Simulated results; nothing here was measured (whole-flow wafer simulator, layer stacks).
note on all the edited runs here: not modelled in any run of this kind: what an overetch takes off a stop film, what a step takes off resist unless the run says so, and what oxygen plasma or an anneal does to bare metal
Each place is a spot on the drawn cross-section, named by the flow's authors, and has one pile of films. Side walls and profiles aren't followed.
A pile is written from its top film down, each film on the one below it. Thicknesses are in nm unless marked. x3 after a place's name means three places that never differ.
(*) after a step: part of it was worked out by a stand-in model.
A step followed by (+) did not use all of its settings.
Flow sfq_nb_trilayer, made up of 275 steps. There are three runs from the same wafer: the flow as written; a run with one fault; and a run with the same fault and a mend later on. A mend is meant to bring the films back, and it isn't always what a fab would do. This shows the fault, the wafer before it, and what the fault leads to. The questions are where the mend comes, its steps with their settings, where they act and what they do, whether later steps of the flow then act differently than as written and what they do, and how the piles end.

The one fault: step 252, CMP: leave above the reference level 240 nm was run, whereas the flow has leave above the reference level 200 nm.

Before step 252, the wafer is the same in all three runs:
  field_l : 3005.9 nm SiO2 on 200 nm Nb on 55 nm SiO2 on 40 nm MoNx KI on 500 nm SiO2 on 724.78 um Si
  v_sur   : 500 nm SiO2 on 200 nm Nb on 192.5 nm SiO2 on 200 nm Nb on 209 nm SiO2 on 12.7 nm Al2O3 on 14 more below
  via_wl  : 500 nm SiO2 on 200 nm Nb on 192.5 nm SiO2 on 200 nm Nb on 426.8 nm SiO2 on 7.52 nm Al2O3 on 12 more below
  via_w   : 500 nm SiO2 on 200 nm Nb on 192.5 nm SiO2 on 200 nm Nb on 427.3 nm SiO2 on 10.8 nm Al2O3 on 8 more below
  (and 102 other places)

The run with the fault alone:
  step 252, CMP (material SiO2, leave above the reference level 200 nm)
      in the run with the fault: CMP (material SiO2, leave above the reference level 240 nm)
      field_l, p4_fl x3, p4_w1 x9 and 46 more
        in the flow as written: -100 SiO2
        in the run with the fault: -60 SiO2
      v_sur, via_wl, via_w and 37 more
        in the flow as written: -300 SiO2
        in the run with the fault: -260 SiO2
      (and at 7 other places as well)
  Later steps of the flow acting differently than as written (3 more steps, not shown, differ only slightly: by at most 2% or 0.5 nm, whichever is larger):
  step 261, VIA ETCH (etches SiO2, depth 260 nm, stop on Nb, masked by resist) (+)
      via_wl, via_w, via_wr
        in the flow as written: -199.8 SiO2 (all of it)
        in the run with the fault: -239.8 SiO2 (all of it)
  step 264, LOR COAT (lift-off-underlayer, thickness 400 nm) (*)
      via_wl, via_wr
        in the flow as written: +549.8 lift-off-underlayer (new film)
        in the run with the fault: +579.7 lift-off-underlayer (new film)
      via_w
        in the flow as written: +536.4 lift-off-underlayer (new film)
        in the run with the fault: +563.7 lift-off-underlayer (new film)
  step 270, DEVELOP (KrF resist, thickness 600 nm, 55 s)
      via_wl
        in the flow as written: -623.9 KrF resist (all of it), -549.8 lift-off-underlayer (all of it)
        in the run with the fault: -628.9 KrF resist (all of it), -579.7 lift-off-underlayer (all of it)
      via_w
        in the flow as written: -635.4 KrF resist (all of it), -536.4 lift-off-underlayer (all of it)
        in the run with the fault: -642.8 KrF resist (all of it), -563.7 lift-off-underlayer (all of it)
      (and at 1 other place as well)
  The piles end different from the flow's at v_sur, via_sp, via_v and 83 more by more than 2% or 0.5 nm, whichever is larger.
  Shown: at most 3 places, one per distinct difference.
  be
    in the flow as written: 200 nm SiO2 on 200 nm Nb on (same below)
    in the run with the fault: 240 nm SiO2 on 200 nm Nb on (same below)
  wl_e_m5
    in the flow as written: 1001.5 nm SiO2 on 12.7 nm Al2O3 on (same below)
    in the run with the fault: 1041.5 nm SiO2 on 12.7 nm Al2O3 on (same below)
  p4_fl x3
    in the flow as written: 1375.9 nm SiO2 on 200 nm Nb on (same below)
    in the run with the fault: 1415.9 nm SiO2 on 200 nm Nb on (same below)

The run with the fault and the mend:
  The mend follows step 259.
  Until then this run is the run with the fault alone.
  step 259a, STRIP (over-ash 65%, gas O2, power 200 W) (*)
      field_l, v_sur, via_sp and 100 more
        -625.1 KrF resist (all of it), -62 anti-reflective coat (all of it)
      via_wl, via_w, via_wr
        -62 anti-reflective coat (all of it)
  step 259b, CMP (material SiO2, leave above the reference level 200 nm) (the flow's step 252, run once more)
      field_l, v_sur, via_wl and 103 more
        -40 SiO2
  step 259c, COAT (anti-reflective coat, thickness 62 nm) (the flow's step 254, run once more)
      field_l, v_sur, via_wl and 103 more
        +62 anti-reflective coat (new film)
  step 259d, COAT (KrF resist, thickness 650 nm) (the flow's step 255, run once more)
      field_l, v_sur, via_wl and 103 more
        +650 KrF resist (new film)
  step 259e, SOFTBAKE (KrF resist) (the flow's step 256, run once more)
      alters no film at any place that is followed
  step 259f, EXPOSE (photomask I7, dose 11.93 mJ/cm2, NA 0.6, wavelength 248 nm) (*) (the flow's step 257, run once more)
      alters no film at any place that is followed
  step 259g, PEB (KrF resist, 90 s) (the flow's step 258, run once more)
      field_l, v_sur, via_wl and 103 more
        -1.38 KrF resist
  step 259h, DEVELOP (KrF resist, thickness 650 nm, 60 s) (the flow's step 259, run once more)
      field_l, v_sur, via_sp and 100 more
        -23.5 KrF resist
      via_wl, via_w, via_wr
        -648.6 KrF resist (all of it)
  Later steps of the flow that are run all act as written at every place that is followed.
  At every place that both follow, the piles at the end match the flow's.
